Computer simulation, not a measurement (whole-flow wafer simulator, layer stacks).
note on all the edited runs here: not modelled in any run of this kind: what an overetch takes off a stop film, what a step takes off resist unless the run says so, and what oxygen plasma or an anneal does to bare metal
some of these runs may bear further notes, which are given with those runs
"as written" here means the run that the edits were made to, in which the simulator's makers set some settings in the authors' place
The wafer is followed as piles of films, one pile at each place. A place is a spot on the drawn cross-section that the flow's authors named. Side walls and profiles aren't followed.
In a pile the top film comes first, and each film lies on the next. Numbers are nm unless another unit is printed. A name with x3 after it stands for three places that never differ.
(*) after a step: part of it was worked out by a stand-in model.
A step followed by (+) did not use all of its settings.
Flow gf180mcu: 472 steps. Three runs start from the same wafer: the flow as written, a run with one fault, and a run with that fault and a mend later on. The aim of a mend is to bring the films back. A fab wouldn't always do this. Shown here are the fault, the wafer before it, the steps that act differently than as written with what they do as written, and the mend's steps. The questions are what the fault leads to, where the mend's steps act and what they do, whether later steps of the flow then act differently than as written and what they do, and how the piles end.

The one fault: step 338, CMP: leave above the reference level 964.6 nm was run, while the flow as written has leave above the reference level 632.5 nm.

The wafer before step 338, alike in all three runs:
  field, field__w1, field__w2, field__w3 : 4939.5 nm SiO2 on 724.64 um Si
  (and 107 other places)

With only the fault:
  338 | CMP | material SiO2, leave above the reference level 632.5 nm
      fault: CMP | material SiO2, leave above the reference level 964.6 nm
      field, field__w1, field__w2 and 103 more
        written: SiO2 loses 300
        fault: nothing
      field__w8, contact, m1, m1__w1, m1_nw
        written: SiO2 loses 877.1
        fault: SiO2 loses 545
  Steps later in the flow that act otherwise than as written (7 more steps, not shown, differ only slightly: by at most 2% or 0.5 nm, whichever is larger):
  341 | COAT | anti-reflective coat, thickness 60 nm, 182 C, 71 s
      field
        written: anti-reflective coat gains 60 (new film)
        fault: anti-reflective coat gains 72.7 (new film)
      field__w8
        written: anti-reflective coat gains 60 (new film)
        fault: anti-reflective coat gains 41.7 (new film)
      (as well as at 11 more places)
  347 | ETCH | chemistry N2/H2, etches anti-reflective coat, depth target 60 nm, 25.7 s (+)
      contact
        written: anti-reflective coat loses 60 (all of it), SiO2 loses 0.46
        fault: anti-reflective coat loses 42.4 (all of it), SiO2 loses 0.91
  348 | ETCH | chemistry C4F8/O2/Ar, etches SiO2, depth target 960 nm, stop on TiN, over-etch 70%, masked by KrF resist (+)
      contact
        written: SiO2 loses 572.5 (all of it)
        fault: SiO2 loses 904.1 (all of it)
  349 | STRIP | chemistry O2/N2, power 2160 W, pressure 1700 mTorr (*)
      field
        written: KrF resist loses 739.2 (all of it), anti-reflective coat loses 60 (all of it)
        fault: KrF resist loses 732.7 (all of it), anti-reflective coat loses 72.7 (all of it)
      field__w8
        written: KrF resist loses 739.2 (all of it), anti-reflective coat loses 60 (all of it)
        fault: KrF resist loses 736.2 (all of it), anti-reflective coat loses 41.7 (all of it)
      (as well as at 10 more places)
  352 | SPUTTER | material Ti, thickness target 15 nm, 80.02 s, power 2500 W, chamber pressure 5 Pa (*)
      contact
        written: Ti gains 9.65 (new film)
        fault: Ti gains 8.11 (new film)
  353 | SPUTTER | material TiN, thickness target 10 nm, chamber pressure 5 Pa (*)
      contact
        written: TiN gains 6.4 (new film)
        fault: TiN gains 5.38 (new film)
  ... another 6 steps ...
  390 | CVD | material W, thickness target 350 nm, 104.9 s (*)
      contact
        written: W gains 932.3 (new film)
        fault: W gains 963.4 (new film)
  By the end, the piles at field, field__w1, field__w2 and 109 more depart from the flow's by more than 2% or 0.5 nm, whichever is larger.
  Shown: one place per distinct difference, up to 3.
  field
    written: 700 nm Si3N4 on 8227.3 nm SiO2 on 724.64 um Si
    fault: 700 nm Si3N4 on 8558.1 nm SiO2 on 724.64 um Si
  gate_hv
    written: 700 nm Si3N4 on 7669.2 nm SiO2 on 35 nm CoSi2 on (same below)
    fault: 700 nm Si3N4 on 8000 nm SiO2 on 35 nm CoSi2 on (same below)
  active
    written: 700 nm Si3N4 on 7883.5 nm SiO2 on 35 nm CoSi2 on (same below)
    fault: 700 nm Si3N4 on 8214.3 nm SiO2 on 35 nm CoSi2 on (same below)

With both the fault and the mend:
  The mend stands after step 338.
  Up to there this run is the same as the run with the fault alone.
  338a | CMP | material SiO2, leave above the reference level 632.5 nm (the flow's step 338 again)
      field, field__w1, field__w2 and 103 more
        SiO2 loses 300
      field__w8, contact, m1, m1__w1, m1_nw
        SiO2 loses 332.1
  Later steps of the flow that are run all act as written at every place that is followed.
  The piles end the same as the flow's at every place that both follow.
